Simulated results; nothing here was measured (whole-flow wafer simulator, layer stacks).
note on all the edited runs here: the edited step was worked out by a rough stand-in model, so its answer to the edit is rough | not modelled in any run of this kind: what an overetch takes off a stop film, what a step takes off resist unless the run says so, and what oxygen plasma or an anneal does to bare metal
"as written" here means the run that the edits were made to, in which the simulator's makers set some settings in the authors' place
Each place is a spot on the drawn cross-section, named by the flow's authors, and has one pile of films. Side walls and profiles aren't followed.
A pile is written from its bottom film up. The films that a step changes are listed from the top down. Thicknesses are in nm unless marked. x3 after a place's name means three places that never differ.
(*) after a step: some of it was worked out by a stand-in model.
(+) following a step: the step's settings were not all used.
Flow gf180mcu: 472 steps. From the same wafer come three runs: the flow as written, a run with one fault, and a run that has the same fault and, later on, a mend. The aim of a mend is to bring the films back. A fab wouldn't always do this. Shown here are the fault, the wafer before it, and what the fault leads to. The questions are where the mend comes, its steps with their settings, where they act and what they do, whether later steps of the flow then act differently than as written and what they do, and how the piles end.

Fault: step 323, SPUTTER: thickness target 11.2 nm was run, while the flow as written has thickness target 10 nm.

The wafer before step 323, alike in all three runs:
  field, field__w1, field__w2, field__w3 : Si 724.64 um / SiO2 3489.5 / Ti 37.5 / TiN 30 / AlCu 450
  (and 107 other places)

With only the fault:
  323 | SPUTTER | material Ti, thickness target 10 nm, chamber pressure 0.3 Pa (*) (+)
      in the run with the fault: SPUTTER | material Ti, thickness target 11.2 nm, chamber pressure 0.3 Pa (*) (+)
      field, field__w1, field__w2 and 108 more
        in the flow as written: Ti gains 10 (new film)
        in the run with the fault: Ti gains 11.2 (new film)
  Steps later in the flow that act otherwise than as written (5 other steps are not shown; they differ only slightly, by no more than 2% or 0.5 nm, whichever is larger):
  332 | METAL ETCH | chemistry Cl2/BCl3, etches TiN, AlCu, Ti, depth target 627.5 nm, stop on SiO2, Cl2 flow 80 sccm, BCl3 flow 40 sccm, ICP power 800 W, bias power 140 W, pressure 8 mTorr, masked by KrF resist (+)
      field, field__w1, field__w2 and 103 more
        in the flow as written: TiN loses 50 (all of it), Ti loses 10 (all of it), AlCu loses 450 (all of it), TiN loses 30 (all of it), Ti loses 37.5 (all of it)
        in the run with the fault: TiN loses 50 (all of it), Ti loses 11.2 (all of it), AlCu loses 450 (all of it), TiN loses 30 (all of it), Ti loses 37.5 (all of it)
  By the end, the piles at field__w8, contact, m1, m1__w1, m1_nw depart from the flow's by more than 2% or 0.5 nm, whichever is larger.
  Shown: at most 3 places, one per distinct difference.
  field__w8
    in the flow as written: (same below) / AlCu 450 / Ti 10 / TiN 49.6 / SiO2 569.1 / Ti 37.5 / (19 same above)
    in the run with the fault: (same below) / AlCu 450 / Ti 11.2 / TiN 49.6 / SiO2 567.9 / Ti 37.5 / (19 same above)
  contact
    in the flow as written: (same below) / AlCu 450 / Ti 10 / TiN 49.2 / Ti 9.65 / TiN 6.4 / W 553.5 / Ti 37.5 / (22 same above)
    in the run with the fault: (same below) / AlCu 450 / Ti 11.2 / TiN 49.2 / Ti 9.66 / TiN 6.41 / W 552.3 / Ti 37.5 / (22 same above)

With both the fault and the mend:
  The mend follows step 323.
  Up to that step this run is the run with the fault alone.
  323a | METAL ETCH | chemistry Cl2/BCl3, etches TiN, AlCu, Ti, depth target 1.2 nm, Cl2 flow 80 sccm, BCl3 flow 40 sccm, ICP power 800 W, bias power 140 W, pressure 8 mTorr (the flow's step 260 again, with other settings)
      field, field__w1, field__w2 and 108 more
        Ti loses 1.2
  Every later step of the flow that is run acts as written at every place that is followed.
  By the end, the piles equal the flow's at every place that both follow.
